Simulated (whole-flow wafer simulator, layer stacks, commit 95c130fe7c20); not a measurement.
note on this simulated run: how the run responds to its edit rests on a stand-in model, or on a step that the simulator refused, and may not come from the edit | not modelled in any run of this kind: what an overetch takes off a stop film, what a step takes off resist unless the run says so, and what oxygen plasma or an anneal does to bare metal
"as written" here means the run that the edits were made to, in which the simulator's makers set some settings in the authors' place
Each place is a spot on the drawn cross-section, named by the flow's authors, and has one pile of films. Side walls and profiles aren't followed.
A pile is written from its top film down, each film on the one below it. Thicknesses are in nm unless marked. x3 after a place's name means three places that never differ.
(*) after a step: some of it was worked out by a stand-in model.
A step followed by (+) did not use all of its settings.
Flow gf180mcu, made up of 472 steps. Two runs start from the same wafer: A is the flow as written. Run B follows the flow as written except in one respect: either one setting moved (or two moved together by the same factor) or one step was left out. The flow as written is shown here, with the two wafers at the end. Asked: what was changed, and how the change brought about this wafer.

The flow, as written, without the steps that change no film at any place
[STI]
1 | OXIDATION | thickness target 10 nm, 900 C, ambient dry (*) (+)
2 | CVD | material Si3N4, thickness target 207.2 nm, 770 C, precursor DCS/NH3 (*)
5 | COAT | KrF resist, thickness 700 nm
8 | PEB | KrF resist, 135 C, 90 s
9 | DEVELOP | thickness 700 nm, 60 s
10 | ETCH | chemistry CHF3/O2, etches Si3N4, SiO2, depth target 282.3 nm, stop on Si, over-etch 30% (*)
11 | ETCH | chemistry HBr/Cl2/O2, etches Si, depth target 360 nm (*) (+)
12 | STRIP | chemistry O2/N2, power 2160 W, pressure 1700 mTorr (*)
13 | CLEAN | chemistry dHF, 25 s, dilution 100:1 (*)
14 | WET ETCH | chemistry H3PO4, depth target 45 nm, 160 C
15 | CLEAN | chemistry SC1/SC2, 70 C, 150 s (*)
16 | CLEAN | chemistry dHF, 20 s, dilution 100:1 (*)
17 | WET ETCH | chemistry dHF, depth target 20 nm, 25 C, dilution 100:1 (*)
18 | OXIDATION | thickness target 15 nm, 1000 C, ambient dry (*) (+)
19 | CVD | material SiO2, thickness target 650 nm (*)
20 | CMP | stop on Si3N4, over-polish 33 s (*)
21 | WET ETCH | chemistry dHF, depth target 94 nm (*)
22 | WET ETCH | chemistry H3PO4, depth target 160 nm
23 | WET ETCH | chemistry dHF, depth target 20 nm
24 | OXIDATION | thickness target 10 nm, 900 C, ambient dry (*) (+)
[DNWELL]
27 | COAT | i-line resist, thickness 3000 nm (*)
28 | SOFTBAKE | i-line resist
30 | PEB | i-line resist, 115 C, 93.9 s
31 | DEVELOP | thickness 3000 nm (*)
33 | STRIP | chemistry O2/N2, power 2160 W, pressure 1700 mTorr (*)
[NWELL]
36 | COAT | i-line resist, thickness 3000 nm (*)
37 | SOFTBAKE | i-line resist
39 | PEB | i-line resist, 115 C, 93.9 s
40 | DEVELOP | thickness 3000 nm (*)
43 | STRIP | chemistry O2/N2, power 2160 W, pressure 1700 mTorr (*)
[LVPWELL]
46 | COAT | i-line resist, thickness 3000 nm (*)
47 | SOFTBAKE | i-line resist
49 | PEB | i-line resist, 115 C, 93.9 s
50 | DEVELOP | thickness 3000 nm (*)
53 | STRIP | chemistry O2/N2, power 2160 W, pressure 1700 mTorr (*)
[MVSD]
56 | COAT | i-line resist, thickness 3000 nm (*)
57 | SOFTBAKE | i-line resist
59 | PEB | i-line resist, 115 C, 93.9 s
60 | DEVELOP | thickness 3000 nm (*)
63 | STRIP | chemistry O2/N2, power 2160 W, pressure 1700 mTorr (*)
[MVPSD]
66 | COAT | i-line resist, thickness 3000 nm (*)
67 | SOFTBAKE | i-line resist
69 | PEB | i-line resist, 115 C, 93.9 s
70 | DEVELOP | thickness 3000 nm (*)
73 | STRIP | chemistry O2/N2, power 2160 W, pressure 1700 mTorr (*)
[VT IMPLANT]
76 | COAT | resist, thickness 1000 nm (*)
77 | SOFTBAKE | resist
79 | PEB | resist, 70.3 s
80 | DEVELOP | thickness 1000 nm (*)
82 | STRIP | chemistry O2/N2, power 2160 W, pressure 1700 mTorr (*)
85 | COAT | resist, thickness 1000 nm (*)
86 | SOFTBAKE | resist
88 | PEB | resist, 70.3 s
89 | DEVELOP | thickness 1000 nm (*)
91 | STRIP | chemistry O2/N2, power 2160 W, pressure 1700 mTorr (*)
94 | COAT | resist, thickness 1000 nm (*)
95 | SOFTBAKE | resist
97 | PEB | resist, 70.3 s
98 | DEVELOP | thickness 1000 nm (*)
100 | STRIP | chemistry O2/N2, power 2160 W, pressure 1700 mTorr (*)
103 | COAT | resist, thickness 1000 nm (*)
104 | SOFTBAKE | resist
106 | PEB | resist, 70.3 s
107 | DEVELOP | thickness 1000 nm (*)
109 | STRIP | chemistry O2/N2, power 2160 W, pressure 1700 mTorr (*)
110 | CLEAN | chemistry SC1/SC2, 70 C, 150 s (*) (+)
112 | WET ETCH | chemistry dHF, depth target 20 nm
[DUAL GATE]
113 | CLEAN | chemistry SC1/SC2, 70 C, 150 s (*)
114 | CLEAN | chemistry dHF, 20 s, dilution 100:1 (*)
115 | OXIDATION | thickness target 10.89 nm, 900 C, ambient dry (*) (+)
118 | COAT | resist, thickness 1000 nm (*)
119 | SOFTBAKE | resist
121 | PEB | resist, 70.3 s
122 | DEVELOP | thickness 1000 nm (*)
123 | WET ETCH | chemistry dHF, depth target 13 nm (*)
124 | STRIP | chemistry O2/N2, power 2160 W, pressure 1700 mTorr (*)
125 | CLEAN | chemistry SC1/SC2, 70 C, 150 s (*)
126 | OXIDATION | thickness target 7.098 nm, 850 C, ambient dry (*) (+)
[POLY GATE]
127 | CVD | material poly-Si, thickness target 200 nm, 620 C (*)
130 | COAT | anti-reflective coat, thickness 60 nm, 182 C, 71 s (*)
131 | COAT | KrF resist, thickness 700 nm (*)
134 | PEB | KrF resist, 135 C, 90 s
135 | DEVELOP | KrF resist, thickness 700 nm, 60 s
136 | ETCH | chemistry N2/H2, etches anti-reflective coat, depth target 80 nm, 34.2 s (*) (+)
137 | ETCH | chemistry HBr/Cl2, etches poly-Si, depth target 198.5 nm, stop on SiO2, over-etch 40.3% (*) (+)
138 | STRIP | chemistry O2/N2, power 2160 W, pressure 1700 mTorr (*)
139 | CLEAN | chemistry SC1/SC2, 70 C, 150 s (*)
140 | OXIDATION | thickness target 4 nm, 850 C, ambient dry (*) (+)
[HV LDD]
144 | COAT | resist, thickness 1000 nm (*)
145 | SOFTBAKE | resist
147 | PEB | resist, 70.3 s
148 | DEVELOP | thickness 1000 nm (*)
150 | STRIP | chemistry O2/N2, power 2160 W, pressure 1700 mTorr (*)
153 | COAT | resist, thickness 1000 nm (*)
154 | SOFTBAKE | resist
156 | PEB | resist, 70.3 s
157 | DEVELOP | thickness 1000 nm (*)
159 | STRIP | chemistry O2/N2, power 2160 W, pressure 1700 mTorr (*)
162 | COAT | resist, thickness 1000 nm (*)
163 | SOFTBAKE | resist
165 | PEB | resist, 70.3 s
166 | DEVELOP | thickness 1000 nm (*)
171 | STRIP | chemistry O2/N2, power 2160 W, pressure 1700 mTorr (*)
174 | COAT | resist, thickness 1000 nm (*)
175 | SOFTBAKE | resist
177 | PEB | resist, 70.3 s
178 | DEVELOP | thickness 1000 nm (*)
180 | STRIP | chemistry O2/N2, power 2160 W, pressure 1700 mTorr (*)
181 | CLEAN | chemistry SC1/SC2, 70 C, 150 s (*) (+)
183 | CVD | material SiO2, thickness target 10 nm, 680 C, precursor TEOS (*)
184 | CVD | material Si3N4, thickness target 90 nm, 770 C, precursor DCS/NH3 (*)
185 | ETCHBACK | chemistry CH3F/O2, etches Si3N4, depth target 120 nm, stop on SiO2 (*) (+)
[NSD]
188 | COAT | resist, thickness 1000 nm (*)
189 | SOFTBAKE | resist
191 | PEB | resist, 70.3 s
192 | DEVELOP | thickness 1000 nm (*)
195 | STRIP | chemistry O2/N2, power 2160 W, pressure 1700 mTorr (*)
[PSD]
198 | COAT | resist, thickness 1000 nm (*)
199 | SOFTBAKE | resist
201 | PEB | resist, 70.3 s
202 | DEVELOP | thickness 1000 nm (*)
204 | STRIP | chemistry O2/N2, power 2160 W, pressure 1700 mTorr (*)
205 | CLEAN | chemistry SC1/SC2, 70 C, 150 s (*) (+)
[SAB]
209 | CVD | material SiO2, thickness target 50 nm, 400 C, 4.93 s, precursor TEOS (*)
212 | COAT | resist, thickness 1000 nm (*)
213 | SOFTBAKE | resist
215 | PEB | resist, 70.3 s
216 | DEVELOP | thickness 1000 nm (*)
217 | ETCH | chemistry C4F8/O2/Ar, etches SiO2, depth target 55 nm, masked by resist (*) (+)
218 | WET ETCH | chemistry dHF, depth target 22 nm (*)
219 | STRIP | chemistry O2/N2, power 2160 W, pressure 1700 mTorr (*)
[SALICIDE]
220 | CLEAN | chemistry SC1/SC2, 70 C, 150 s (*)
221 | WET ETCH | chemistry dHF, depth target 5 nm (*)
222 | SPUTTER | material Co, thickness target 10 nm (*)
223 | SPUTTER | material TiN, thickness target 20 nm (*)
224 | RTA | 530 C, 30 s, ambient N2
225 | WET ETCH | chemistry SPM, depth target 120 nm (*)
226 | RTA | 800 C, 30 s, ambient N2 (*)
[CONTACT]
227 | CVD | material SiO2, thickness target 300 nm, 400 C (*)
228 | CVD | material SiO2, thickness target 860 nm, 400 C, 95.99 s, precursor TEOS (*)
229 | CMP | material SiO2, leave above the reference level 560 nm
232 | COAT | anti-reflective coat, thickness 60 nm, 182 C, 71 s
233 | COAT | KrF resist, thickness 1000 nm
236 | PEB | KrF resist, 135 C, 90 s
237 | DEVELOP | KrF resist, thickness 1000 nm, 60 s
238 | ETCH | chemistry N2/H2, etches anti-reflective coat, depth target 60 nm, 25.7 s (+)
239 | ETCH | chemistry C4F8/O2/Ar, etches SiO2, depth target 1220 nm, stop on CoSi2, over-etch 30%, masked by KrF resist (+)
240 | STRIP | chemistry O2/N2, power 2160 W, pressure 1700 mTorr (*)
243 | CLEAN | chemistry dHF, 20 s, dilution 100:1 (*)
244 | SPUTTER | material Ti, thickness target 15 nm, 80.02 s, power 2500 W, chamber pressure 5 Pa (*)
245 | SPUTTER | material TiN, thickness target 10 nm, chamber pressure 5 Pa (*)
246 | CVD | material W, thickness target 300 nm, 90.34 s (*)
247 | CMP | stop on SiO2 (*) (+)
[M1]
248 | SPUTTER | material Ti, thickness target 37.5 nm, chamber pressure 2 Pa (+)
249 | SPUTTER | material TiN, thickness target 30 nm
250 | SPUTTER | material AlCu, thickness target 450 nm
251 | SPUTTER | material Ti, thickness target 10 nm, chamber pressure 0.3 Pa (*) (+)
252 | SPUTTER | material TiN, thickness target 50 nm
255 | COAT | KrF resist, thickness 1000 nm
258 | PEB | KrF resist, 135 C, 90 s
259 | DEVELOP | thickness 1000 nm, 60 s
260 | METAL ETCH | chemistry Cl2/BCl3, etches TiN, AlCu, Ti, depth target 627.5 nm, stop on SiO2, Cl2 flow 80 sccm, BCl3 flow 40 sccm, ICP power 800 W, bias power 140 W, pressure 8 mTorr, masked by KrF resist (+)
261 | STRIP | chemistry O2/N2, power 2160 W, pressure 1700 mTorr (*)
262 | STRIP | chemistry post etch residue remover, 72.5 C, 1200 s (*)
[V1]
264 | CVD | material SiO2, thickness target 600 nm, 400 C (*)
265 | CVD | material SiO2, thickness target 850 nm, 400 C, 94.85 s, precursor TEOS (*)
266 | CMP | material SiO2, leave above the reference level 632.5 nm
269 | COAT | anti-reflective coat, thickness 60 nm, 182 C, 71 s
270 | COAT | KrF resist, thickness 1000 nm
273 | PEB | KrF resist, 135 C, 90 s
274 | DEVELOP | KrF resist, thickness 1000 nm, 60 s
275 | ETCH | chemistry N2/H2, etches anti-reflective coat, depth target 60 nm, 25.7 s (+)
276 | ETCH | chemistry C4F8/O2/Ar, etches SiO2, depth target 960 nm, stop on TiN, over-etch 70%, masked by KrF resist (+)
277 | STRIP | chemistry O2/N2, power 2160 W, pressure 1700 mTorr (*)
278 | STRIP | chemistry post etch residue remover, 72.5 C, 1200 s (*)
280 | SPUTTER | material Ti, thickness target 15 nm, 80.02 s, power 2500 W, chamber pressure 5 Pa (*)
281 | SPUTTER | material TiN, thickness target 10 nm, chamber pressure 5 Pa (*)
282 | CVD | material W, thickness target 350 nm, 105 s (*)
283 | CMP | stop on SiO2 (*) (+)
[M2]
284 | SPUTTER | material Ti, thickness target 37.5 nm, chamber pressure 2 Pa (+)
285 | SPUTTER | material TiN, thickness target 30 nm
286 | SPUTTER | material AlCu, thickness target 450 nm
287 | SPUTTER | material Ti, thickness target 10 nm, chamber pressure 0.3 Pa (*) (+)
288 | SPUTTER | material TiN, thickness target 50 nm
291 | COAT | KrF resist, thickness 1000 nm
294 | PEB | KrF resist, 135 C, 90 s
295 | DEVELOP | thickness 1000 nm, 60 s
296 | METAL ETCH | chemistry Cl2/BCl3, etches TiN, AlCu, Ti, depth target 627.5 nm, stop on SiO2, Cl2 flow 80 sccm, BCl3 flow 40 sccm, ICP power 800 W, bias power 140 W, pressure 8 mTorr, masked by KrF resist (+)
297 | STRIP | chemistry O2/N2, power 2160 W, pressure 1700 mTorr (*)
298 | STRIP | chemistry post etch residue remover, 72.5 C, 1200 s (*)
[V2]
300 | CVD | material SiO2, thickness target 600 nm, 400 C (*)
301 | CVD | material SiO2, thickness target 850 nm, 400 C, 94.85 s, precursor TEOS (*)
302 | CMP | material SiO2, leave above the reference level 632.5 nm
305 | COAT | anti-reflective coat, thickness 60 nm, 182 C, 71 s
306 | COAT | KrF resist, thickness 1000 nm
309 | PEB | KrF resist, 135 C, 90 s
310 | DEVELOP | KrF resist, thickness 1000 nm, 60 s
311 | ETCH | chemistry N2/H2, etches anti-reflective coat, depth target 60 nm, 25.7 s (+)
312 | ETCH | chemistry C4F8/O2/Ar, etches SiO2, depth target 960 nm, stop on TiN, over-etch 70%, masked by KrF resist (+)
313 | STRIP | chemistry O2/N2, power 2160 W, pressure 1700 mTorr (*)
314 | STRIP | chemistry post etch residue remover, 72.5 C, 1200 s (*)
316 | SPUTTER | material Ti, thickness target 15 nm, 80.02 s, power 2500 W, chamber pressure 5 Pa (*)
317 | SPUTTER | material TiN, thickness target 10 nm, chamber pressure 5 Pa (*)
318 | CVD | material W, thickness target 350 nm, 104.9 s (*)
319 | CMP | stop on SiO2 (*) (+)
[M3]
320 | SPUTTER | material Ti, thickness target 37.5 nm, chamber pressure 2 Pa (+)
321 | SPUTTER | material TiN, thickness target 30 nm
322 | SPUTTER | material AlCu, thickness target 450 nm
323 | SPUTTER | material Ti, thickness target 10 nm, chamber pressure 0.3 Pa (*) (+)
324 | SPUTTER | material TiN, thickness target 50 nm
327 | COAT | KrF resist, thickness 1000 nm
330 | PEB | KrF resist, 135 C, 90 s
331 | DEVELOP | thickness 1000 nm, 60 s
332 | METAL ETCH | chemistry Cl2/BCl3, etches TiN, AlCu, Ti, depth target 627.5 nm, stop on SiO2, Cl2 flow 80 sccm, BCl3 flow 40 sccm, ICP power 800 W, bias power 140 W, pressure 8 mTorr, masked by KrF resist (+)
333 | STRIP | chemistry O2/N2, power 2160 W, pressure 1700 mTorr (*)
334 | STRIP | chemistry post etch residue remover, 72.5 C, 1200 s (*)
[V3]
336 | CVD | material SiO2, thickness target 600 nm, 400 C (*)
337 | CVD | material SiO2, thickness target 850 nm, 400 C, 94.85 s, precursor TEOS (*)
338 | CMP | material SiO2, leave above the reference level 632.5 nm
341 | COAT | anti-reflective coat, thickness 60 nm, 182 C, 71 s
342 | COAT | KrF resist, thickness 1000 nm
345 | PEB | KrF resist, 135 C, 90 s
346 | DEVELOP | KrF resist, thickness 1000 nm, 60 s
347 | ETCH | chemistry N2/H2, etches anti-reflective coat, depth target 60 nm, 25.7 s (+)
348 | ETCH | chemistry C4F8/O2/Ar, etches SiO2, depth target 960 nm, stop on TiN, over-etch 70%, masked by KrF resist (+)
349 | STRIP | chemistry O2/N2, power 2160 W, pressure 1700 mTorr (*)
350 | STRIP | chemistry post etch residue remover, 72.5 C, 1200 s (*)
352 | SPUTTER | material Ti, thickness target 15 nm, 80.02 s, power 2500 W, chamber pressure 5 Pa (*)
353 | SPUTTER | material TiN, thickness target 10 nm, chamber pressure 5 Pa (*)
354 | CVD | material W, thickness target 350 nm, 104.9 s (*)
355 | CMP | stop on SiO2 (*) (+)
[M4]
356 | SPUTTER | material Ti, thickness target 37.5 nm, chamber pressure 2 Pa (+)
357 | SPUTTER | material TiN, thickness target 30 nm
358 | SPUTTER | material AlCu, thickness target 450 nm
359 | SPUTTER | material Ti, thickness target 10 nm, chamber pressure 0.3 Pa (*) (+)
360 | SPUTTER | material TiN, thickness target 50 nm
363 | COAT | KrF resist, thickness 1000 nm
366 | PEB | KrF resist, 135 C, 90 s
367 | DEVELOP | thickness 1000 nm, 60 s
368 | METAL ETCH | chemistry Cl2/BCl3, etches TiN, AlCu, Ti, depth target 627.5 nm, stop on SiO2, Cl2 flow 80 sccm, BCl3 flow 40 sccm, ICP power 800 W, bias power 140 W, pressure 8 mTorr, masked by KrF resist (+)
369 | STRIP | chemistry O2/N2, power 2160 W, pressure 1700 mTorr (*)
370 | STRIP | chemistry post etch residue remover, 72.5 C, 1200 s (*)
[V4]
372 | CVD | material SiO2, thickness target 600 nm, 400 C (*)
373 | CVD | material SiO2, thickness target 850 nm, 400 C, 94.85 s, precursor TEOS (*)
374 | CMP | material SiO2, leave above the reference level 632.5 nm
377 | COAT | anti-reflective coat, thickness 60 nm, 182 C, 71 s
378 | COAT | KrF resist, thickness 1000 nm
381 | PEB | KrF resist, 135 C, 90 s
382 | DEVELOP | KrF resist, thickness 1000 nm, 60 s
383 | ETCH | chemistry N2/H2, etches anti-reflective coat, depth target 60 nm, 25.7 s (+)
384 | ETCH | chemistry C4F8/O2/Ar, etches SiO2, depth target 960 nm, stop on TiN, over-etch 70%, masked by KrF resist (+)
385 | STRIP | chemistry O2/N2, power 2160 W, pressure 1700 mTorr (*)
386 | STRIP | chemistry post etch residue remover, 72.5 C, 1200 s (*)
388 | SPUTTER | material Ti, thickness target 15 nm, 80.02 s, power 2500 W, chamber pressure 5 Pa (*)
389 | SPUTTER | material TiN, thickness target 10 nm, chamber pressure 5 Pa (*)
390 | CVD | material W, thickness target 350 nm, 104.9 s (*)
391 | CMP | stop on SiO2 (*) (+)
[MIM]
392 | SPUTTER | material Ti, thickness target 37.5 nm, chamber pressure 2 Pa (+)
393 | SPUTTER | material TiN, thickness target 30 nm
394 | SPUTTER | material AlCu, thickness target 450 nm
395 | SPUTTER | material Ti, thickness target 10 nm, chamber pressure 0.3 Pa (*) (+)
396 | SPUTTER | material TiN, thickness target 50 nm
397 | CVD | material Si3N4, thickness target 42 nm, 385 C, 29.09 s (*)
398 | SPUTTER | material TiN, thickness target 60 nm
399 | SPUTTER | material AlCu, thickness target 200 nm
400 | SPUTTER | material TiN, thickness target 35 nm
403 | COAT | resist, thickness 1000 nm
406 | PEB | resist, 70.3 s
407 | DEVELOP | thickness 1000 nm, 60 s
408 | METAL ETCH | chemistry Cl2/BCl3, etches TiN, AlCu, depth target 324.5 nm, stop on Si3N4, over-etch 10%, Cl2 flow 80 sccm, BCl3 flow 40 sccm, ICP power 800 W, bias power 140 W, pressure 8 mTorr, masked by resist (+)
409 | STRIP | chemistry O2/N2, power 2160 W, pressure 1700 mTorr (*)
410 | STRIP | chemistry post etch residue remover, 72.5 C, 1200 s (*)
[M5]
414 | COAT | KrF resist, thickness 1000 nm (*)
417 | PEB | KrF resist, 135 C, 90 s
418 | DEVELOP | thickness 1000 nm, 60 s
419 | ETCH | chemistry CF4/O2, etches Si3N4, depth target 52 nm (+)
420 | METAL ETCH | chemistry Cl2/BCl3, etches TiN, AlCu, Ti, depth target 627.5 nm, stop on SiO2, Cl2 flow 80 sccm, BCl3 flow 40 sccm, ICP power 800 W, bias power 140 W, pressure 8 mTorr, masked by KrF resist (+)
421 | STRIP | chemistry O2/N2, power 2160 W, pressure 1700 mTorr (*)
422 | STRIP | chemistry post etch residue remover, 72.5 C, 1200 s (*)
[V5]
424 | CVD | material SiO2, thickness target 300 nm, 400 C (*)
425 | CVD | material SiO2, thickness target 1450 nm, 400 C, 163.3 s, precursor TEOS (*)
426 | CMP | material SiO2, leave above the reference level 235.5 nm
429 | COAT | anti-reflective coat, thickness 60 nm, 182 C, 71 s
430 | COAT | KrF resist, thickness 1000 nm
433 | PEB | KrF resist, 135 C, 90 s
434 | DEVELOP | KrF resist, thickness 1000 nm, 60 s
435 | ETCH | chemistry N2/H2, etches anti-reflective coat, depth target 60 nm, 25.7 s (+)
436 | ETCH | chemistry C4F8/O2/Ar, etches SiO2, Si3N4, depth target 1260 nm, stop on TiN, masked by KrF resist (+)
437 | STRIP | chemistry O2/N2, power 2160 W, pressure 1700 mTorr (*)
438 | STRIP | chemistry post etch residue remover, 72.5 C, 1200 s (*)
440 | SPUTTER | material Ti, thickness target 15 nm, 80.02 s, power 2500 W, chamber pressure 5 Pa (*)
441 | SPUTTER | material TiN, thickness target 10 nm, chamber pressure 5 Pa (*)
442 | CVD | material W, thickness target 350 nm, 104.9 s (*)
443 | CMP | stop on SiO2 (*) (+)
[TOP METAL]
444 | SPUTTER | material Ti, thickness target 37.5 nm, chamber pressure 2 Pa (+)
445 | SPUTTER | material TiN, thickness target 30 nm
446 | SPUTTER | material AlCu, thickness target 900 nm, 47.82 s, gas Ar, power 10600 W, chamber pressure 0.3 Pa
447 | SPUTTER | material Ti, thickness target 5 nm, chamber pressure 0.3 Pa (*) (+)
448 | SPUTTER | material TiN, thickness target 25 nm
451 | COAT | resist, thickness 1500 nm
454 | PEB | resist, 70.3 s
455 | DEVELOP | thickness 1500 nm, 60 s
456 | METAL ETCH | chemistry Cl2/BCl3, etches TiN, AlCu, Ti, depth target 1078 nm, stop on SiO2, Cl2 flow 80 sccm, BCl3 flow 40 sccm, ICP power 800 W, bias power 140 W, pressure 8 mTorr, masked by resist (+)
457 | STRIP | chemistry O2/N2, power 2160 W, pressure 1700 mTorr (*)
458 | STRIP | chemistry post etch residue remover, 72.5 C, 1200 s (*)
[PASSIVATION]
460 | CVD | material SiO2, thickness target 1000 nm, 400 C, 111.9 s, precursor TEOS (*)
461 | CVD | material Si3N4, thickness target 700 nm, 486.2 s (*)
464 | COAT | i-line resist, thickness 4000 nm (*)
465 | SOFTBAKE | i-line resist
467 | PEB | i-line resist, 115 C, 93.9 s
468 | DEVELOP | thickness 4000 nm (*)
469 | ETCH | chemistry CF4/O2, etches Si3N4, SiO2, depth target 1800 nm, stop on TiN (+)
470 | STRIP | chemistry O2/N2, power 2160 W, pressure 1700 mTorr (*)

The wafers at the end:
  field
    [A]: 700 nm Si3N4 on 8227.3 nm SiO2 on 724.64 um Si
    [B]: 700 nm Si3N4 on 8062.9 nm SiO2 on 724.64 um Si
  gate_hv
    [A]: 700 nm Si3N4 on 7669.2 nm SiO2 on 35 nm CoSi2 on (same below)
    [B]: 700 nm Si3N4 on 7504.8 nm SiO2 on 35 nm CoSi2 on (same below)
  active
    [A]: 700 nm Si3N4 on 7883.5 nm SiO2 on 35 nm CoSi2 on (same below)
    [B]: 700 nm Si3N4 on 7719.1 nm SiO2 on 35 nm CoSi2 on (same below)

The reason: step 374, CMP: leave above the reference level 468.1 nm was run, while the flow as written has leave above the reference level 632.5 nm.

How this came from the change, step by step:
  374 | CMP | material SiO2, leave above the reference level 632.5 nm
      field, field__w1, field__w2 and 103 more: A -300 SiO2 | B -464.4 SiO2
      field__w8, contact, m1, m1__w1, m1_nw: A -877.1 SiO2 | B -1041.5 SiO2
  384 | ETCH | chemistry C4F8/O2/Ar, etches SiO2, depth target 960 nm, stop on TiN, over-etch 70%, masked by KrF resist (+)
      field, field__w1, field__w2 and 107 more: A -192 KrF resist | B -138.7 KrF resist
      contact: A -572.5 SiO2 (all of it) | B -408.1 SiO2 (all of it)
  385 | STRIP | chemistry O2/N2, power 2160 W, pressure 1700 mTorr (*)
      field, field__w1, field__w2 and 107 more: A -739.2 KrF resist (all of it), -60 anti-reflective coat (all of it) | B -792.5 KrF resist (all of it), -60 anti-reflective coat (all of it)
  388 | SPUTTER | material Ti, thickness target 15 nm, 80.02 s, power 2500 W, chamber pressure 5 Pa (*)
      contact: A +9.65 Ti (new film) | B +10.6 Ti (new film)
  389 | SPUTTER | material TiN, thickness target 10 nm, chamber pressure 5 Pa (*)
      contact: A +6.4 TiN (new film) | B +7.07 TiN (new film)
  390 | CVD | material W, thickness target 350 nm, 104.9 s (*)
      contact: A +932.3 W (new film) | B +766.2 W (new film)
